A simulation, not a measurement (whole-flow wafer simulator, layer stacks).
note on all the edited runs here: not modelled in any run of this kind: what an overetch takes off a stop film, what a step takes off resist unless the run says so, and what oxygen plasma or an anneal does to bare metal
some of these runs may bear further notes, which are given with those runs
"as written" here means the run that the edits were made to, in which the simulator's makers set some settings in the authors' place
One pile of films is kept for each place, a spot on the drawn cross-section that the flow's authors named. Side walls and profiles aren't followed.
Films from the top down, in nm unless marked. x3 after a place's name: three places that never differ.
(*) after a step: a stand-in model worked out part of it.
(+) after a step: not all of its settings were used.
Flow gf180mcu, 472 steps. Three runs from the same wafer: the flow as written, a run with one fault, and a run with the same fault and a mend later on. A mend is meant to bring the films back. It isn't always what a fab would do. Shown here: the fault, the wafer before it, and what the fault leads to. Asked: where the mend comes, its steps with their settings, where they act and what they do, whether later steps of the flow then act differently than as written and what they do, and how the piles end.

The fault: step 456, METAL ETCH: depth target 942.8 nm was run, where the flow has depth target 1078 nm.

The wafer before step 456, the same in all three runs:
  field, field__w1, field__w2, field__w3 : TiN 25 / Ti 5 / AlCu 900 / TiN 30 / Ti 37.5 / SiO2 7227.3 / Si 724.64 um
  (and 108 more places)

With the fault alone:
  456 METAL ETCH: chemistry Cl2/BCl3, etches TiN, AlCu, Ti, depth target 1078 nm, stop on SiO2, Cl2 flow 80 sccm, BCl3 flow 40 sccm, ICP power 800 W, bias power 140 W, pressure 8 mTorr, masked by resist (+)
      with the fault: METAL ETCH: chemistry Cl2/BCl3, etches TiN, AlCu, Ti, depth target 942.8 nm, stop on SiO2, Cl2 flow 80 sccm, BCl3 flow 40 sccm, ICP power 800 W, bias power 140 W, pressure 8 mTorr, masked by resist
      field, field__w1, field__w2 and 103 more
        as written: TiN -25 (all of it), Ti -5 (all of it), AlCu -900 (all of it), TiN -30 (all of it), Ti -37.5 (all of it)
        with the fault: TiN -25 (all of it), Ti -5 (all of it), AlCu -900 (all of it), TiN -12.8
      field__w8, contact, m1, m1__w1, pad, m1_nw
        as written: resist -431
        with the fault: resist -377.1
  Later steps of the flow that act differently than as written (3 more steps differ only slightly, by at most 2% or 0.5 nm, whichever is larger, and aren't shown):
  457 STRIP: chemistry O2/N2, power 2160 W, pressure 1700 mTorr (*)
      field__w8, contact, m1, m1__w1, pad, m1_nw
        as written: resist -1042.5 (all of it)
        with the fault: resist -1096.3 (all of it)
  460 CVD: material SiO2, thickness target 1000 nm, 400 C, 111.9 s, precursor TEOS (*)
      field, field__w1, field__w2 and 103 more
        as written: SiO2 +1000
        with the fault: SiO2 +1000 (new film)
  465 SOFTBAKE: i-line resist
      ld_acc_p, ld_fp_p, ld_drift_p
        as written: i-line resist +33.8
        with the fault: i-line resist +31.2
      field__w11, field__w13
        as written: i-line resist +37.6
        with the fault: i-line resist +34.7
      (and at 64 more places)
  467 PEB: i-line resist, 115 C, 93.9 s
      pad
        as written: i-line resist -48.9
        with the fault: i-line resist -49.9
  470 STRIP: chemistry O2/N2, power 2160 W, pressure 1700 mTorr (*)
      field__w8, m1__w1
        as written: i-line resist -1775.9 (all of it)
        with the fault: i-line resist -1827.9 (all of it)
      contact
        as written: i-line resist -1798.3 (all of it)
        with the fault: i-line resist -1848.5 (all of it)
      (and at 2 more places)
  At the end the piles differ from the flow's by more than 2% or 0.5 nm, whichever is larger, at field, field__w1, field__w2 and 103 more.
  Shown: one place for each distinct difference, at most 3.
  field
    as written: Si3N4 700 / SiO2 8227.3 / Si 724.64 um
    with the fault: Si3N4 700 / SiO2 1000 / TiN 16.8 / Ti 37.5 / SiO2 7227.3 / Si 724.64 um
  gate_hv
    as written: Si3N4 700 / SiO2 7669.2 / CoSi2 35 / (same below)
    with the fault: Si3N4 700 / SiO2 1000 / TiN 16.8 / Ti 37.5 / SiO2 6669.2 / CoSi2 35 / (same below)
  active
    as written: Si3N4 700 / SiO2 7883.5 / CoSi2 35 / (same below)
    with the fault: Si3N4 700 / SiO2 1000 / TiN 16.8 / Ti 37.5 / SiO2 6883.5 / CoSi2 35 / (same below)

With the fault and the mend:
  The mend comes after step 458.
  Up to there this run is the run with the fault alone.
  458a DEHYDRATE: 200 C, 60 s (the flow's step 449 once more)
      changes no film at any place that is followed
  458b HMDS: 120 C, 60 s (the flow's step 450 once more)
      changes no film at any place that is followed
  458c COAT: resist, thickness 1500 nm (*) (the flow's step 451 once more)
      iso_ptap_pw, iso_ntap_nw, iso_nw_fld and 33 more
        resist +1500 (new film)
      p_well, sti, spacer, sd_n, mim_1p0, dice_street
        resist +1504.4 (new film)
      field__w2, field__w3, field__w12
        resist +1513.3 (new film)
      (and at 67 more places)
  458d SOFTBAKE: resist (the flow's step 452 once more)
      sd_p_hv, gate_p_hv
        resist -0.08
      field
        resist -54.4
      field__w1
        resist +19.8
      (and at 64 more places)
  458e EXPOSE: photomask MetalTop (the flow's step 453 once more)
      changes no film at any place that is followed
  458f PEB: resist, 70.3 s (the flow's step 454 once more)
      field__w2, field__w3, field__w5 and 41 more
        resist -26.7
      iso_ptap_pw, iso_ntap_nw, iso_nw_fld and 33 more
        resist -26.5
      p_well, sti, spacer, sd_n, mim_1p0, dice_street
        resist -26.6
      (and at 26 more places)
  458g DEVELOP: thickness 1500 nm, 60 s (the flow's step 455 once more)
      iso_ptap_pw, iso_ntap_nw, iso_nw_fld and 33 more
        resist -1473.5 (all of it)
      p_well, sti, spacer, sd_n, mim_1p0, dice_street
        resist -1477.8 (all of it)
      field__w5, field__w9, nplus_u, npoly_u
        resist -1485.5 (all of it)
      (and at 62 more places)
  458h METAL ETCH: chemistry Cl2/BCl3, etches TiN, AlCu, Ti, depth target 134.7 nm, stop on SiO2, Cl2 flow 80 sccm, BCl3 flow 40 sccm, ICP power 800 W, bias power 140 W, pressure 8 mTorr, masked by resist (+) (the flow's step 456 once more, with other settings)
      field, field__w1, field__w2 and 103 more
        TiN -16.8 (all of it), Ti -37.5 (all of it)
      field__w8, contact, m1, m1__w1, pad, m1_nw
        resist -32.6
  458i STRIP: chemistry O2/N2, power 2160 W, pressure 1700 mTorr (*) (the flow's step 457 once more)
      field__w8
        resist -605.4 (all of it)
      contact
        resist -602.3 (all of it)
      m1
        resist -602.8 (all of it)
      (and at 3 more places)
  458j STRIP: chemistry post etch residue remover, 72.5 C, 1200 s (*) (the flow's step 458 once more)
      field__w8, contact, m1, m1__w1, pad, m1_nw
        TiN -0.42
  No later step of the flow acts differently than as written, at any place that is followed, by more than 2% or 0.5 nm, whichever is larger.
  At the end the piles differ from the flow's only slightly at the places that both follow, by at most 2% or 0.5 nm, whichever is larger.
